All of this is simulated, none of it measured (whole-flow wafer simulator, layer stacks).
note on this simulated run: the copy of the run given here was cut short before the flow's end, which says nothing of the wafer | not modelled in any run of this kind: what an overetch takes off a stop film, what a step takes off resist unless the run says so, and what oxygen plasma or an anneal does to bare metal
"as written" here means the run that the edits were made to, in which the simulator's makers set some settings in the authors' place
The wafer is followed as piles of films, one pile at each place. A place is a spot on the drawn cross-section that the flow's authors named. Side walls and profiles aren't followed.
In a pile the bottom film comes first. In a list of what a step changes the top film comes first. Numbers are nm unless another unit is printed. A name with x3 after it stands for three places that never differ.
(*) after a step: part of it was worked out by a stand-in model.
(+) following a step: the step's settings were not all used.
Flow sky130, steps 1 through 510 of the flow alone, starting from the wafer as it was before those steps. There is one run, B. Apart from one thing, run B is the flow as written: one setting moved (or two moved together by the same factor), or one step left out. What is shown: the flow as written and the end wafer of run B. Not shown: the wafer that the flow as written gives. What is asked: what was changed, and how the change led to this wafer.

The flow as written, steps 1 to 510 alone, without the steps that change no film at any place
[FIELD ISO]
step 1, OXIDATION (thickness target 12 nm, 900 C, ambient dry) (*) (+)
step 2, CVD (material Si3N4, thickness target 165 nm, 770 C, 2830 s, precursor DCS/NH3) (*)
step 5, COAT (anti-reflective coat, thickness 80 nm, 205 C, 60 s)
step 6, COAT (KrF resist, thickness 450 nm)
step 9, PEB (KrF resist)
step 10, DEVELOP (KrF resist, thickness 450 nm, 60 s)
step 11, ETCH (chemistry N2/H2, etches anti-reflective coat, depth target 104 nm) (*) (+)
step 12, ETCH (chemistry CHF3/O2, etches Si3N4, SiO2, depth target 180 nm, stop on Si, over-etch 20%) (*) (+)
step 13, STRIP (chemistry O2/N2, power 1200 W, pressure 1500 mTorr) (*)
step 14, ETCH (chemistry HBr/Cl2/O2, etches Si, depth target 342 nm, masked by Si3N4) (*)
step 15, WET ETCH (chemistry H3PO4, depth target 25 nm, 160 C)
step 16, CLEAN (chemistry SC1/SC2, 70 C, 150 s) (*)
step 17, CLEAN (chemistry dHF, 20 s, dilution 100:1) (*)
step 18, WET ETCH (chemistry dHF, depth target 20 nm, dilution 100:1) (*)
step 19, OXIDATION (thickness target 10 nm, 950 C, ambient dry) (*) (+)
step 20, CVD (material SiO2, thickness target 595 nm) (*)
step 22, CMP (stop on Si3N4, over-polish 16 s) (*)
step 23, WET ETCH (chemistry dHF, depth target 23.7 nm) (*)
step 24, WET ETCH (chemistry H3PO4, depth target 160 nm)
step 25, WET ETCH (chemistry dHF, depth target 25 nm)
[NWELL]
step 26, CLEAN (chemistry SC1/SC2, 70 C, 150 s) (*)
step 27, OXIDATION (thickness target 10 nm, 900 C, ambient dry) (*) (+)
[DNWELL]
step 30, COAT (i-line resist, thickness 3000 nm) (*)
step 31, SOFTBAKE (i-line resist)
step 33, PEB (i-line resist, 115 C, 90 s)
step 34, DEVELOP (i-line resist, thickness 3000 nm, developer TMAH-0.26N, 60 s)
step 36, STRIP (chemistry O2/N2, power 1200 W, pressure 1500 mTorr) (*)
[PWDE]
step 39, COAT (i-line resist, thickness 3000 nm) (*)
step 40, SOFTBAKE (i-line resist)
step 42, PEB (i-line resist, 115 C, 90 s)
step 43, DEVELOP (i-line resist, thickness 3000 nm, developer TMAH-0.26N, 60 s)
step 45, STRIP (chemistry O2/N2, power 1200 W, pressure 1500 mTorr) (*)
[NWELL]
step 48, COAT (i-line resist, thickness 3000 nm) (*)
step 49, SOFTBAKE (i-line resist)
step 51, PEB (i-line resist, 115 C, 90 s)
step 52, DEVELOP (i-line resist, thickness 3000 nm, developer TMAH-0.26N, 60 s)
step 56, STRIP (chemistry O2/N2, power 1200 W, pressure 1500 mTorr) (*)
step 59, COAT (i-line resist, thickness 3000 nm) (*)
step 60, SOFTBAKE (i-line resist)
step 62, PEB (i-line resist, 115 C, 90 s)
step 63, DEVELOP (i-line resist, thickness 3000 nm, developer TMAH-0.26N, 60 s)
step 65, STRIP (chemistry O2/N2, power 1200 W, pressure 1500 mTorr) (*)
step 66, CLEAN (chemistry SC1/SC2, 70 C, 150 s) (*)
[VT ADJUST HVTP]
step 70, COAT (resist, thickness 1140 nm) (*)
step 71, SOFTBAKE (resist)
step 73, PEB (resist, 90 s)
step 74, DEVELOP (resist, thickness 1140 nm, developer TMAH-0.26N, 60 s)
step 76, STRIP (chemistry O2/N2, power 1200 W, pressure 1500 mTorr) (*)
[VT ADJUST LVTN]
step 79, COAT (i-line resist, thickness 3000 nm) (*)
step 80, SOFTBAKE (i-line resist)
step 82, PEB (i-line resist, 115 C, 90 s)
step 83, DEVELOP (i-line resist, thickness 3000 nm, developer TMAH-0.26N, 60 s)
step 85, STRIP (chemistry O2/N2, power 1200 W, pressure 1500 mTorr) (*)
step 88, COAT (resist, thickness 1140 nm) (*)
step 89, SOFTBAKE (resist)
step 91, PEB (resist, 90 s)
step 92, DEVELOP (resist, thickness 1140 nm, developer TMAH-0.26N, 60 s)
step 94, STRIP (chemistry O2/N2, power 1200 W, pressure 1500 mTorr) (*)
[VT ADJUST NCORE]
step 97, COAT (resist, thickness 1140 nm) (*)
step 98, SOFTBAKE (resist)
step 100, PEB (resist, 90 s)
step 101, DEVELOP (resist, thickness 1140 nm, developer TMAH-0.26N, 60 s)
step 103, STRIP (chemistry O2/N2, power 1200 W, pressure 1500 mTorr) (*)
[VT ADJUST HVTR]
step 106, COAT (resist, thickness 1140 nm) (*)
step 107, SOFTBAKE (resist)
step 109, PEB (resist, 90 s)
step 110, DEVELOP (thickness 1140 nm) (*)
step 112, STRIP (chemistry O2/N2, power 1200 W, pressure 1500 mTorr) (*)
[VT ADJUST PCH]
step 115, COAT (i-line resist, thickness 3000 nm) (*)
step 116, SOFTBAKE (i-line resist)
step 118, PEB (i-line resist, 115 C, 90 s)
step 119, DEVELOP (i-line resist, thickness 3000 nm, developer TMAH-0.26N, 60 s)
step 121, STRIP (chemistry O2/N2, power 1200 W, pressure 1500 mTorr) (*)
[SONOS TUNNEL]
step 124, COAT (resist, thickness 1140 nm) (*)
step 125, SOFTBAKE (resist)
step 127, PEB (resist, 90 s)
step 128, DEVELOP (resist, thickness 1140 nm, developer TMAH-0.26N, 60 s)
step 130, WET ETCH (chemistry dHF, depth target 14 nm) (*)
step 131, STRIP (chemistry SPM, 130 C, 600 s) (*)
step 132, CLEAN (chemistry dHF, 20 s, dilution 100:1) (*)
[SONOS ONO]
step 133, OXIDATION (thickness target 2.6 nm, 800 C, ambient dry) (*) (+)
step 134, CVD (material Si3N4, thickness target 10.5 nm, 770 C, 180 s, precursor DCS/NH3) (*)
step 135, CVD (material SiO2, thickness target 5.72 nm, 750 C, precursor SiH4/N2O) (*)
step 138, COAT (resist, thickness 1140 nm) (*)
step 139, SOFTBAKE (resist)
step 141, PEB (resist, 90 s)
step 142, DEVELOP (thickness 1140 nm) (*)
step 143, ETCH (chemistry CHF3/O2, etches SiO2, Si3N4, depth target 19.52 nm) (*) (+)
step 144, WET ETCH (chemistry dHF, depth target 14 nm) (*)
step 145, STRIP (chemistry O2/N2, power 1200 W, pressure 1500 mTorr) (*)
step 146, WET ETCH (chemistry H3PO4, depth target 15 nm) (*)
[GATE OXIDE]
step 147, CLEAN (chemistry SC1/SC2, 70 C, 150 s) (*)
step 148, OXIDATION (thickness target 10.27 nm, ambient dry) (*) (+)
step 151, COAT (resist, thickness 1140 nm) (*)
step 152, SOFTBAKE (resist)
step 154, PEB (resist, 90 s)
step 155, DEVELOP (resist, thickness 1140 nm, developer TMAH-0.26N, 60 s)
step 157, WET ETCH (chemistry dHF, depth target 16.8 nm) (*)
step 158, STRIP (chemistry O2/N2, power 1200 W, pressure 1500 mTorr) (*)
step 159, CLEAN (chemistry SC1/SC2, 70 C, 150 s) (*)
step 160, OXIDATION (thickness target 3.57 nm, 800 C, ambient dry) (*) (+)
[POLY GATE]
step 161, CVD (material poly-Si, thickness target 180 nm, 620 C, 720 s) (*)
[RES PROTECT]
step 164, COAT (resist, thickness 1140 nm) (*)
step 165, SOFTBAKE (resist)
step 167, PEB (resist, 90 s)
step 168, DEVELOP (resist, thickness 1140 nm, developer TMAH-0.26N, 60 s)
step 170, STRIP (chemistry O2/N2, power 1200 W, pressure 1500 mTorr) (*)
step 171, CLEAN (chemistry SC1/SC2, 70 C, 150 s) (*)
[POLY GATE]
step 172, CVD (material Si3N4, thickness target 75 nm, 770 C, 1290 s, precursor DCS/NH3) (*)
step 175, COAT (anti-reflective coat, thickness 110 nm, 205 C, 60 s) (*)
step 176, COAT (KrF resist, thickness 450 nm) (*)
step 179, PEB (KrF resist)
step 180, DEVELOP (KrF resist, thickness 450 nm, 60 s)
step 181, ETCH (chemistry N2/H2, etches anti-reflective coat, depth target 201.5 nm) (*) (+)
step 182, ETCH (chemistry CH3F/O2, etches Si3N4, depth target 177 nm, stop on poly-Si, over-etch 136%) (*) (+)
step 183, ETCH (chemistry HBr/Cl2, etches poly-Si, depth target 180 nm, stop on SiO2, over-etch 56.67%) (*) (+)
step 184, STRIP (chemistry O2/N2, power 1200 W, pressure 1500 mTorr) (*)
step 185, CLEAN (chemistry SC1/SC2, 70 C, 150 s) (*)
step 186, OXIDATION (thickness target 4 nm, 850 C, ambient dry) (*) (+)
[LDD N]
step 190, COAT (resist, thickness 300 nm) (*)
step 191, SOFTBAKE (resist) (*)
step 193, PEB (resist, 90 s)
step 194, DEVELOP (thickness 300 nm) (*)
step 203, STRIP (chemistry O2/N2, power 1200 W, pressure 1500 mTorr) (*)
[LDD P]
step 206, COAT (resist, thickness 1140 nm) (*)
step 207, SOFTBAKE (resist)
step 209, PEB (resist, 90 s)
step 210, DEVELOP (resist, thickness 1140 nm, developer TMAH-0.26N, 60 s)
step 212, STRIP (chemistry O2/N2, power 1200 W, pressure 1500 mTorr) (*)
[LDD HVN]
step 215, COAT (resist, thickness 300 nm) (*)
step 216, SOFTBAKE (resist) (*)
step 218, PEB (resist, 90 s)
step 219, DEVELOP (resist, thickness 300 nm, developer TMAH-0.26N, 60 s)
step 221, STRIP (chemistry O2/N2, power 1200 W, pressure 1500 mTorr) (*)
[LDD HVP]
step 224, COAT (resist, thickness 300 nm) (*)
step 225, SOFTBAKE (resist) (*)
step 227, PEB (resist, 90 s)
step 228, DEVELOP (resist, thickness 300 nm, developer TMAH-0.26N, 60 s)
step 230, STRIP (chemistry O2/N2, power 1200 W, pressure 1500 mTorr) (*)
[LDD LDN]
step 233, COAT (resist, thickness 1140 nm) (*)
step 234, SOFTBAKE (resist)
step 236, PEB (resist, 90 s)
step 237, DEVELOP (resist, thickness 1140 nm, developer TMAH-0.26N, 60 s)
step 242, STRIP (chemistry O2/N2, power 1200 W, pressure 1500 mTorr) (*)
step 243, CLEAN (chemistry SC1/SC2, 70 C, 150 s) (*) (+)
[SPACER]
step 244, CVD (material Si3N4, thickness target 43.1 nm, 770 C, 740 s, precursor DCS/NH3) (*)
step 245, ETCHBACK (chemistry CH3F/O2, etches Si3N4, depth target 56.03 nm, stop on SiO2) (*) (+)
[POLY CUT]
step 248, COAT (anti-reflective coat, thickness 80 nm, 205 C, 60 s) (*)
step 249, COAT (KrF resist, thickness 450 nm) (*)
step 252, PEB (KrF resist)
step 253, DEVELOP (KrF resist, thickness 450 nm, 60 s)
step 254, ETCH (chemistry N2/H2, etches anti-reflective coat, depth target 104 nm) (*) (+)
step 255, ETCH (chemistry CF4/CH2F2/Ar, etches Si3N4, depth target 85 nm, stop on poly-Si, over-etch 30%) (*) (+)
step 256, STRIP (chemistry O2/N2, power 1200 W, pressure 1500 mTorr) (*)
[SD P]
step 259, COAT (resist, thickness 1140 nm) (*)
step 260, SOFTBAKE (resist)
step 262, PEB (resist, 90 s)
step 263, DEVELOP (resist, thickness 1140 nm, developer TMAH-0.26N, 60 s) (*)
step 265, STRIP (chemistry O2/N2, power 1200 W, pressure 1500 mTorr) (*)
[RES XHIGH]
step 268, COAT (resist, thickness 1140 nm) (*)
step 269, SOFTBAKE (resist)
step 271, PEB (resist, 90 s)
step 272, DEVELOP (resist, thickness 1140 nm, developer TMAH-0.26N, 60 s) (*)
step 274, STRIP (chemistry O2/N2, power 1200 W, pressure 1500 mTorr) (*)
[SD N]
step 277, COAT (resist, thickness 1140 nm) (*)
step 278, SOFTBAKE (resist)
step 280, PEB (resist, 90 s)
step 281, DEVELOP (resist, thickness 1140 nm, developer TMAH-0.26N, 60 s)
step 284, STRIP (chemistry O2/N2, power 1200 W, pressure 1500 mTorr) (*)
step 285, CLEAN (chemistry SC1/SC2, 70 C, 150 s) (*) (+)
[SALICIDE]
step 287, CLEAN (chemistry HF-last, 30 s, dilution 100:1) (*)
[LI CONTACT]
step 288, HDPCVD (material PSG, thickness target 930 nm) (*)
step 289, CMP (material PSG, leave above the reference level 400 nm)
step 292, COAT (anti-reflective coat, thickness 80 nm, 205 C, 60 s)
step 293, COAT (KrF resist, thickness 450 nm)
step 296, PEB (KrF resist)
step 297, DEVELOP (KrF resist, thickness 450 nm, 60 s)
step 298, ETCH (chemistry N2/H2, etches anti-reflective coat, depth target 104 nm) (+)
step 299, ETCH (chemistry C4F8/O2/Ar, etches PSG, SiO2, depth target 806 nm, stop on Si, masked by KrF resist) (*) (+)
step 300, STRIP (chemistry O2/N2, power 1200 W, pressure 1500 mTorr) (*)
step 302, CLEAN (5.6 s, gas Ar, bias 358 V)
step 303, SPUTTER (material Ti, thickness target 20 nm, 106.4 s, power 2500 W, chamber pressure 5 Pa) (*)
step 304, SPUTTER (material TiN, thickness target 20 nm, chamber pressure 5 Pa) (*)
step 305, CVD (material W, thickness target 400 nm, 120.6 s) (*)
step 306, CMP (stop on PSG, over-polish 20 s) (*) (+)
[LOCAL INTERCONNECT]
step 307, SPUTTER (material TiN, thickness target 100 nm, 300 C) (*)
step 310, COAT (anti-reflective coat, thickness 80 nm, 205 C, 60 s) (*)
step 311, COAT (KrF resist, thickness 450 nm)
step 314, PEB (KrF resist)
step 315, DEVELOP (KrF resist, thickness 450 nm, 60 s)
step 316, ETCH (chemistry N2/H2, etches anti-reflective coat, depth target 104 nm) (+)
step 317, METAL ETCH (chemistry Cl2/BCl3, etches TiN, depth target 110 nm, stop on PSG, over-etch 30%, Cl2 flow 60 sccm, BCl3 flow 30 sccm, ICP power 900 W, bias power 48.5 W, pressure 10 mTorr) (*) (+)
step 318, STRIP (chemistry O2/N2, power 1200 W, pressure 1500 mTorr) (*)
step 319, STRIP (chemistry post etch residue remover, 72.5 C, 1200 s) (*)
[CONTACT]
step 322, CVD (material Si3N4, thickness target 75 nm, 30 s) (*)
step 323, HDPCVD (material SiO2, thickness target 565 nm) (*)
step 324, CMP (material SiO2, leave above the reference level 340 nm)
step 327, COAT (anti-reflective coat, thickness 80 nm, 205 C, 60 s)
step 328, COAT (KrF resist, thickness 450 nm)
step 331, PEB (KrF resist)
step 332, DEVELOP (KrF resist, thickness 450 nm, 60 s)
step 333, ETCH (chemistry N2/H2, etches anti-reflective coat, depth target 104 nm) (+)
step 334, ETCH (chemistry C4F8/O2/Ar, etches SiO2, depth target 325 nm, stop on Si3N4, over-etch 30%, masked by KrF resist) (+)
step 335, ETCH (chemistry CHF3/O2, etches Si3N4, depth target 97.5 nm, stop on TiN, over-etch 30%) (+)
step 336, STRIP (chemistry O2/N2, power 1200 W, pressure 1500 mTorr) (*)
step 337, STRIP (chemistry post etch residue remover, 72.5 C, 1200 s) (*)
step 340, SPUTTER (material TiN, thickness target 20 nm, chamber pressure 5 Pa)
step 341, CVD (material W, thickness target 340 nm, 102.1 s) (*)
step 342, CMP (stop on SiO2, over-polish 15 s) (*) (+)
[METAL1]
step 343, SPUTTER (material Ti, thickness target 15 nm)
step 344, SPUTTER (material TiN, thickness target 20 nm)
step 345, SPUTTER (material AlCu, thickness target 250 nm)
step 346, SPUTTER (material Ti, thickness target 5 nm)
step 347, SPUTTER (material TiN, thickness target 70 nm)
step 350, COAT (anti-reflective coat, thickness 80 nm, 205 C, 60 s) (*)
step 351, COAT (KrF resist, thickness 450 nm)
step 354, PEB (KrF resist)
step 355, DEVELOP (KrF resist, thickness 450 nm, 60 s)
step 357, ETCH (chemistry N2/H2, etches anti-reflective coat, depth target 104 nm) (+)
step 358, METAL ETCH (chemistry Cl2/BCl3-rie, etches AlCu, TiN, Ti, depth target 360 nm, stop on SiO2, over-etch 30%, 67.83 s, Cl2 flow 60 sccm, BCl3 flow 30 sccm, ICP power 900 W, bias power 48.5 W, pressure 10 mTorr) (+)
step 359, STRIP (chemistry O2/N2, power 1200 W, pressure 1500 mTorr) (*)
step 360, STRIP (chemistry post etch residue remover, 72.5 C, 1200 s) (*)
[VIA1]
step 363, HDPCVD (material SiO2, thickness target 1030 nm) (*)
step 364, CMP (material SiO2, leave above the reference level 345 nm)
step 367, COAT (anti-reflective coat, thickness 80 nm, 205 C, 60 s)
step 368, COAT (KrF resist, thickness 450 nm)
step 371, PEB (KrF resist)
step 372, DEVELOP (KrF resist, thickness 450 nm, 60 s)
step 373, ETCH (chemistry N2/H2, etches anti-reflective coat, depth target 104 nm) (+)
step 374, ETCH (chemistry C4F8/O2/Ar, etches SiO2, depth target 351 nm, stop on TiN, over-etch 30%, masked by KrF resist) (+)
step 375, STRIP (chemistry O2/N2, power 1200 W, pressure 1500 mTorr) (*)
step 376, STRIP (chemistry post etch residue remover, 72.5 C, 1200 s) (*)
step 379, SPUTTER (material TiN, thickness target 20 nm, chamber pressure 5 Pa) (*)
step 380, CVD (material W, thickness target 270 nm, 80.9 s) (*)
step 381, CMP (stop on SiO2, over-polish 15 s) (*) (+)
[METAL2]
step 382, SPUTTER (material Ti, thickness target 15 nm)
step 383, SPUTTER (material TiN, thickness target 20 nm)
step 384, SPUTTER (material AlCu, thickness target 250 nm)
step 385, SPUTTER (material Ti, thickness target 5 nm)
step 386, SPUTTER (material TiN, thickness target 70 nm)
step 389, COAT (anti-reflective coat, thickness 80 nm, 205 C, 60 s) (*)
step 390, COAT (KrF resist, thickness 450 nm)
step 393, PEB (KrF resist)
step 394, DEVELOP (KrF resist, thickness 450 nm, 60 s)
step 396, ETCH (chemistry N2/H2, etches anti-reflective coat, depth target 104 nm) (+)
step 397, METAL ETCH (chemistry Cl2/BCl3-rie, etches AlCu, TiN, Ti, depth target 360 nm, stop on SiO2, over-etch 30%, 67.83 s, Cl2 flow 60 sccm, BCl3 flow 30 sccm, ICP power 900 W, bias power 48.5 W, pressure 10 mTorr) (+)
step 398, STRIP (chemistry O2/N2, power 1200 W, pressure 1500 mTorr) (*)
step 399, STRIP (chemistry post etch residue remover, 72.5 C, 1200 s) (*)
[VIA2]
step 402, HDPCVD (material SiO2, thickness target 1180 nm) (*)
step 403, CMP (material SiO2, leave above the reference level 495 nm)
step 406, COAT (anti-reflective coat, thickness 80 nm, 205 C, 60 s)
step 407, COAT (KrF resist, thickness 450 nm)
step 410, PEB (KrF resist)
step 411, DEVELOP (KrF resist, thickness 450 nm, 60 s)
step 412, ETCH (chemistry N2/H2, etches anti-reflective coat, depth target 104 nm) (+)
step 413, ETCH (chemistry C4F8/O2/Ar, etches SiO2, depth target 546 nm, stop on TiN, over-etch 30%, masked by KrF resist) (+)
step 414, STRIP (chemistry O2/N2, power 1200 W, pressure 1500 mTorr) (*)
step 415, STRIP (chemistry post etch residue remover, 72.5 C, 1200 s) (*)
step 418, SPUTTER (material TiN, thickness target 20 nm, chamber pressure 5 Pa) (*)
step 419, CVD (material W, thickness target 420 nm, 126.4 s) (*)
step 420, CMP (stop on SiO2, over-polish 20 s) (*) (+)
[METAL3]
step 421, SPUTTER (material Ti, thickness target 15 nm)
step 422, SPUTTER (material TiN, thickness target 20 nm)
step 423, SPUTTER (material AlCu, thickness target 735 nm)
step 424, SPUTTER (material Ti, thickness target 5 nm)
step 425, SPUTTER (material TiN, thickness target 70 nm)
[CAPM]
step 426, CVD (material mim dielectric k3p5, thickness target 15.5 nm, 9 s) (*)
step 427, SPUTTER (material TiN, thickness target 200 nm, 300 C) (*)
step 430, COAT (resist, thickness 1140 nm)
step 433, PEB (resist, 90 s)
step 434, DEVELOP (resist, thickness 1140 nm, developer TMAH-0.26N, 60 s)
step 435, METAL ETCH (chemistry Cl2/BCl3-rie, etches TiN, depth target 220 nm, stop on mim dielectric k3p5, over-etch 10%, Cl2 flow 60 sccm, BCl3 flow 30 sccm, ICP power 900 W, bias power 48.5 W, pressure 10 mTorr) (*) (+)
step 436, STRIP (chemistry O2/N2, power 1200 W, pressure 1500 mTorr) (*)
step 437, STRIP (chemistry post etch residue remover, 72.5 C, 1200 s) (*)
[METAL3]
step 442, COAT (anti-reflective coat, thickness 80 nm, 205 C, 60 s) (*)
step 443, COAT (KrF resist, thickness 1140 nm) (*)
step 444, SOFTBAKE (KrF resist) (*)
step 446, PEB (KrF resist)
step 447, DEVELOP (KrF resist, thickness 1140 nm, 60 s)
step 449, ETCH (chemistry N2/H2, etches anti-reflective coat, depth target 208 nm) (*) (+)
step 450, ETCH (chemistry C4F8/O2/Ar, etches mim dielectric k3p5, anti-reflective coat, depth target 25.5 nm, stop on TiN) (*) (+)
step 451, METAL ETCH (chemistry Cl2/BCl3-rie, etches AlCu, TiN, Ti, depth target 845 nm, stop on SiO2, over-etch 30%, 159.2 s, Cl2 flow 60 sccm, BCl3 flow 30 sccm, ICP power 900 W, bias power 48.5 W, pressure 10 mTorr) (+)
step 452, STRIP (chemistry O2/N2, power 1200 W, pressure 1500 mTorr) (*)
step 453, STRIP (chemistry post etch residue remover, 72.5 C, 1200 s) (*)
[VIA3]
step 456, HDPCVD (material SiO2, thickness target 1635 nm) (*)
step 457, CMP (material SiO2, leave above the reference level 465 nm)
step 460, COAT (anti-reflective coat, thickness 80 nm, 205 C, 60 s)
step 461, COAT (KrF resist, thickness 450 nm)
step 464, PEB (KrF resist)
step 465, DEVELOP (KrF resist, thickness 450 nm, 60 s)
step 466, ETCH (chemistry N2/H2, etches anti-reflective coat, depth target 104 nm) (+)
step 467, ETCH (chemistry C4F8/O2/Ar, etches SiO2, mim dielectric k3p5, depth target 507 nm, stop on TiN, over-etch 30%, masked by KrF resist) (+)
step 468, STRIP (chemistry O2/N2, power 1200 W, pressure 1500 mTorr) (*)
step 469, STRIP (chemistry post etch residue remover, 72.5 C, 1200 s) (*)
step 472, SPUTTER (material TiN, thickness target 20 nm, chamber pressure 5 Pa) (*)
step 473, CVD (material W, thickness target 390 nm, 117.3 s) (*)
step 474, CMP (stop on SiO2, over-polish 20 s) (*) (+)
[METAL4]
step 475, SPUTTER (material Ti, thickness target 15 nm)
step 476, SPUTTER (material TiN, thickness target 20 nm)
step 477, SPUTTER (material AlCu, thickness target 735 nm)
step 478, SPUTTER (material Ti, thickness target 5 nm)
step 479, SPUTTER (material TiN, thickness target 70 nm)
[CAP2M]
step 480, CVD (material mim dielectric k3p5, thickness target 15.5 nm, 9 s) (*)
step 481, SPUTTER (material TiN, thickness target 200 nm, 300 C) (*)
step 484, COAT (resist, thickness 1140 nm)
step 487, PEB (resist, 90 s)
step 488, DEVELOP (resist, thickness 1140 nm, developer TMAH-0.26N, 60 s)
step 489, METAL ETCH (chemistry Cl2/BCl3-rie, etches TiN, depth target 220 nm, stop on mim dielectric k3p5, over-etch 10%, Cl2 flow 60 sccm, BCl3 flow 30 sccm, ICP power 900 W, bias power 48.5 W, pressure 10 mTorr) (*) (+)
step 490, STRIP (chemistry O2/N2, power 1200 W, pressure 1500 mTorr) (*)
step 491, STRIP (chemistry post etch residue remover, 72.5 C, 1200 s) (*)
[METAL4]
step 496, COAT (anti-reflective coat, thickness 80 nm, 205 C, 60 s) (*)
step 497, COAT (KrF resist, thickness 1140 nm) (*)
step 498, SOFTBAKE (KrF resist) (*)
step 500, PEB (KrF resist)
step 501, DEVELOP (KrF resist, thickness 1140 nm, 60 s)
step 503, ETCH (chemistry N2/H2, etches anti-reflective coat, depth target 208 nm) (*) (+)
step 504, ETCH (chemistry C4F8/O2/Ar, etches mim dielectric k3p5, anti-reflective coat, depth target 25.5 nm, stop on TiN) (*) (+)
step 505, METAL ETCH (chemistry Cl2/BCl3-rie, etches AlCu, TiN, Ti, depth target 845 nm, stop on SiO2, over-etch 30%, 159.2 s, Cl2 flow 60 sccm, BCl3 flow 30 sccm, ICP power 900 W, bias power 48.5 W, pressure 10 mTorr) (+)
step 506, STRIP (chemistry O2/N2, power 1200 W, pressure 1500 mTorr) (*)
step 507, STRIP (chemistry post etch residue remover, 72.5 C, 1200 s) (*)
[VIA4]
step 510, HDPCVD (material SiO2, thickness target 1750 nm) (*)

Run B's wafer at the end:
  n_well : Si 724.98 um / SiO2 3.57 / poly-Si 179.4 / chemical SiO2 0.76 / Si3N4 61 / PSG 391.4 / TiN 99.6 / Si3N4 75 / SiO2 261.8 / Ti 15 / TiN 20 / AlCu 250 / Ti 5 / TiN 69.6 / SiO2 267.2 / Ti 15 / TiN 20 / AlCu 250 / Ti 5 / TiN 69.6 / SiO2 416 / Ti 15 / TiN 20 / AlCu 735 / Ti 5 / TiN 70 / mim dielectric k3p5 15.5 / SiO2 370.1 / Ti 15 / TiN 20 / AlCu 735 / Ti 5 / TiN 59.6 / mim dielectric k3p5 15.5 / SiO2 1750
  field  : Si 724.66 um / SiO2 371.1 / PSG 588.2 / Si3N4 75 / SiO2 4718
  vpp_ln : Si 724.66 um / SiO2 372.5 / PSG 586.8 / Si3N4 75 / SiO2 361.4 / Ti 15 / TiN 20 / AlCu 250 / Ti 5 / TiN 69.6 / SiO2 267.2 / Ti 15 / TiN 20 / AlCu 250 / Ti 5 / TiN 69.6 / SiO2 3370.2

The reason: step 479, SPUTTER: thickness target 59.6 nm was run, whereas the flow has thickness target 70 nm.
One can read it off the wafer: n_well has TiN 59.6, and step 479 as written asks for 70 nm.

The path from the change to this, step by step:
  step 479, SPUTTER (material TiN, thickness target 70 nm)
      field, active, n_well and 189 more: TiN gains 59.6 (new film) (it would be, as written: TiN gains 70 (new film))
  step 505, METAL ETCH (chemistry Cl2/BCl3-rie, etches AlCu, TiN, Ti, depth target 845 nm, stop on SiO2, over-etch 30%, 159.2 s, Cl2 flow 60 sccm, BCl3 flow 30 sccm, ICP power 900 W, bias power 48.5 W, pressure 10 mTorr) (+)
      field, active, gate and 70 more: TiN loses 59.6 (all of it), Ti loses 5 (all of it), AlCu loses 735 (all of it), TiN loses 20 (all of it), Ti loses 15 (all of it), SiO2 loses 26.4 (it would be, as written: TiN loses 70 (all of it), Ti loses 5 (all of it), AlCu loses 735 (all of it), TiN loses 20 (all of it), Ti loses 15 (all of it), SiO2 loses 25.4)
      vpp_iso1, mim_edge_plate, m1_ln and 12 more: TiN loses 59.6 (all of it), Ti loses 5 (all of it), AlCu loses 735 (all of it), TiN loses 20 (all of it), Ti loses 15 (all of it), SiO2 loses 26.4 (it would be, as written: TiN loses 70 (all of it), Ti loses 5 (all of it), AlCu loses 735 (all of it), TiN loses 20 (all of it), Ti loses 15 (all of it), SiO2 loses 25.3)
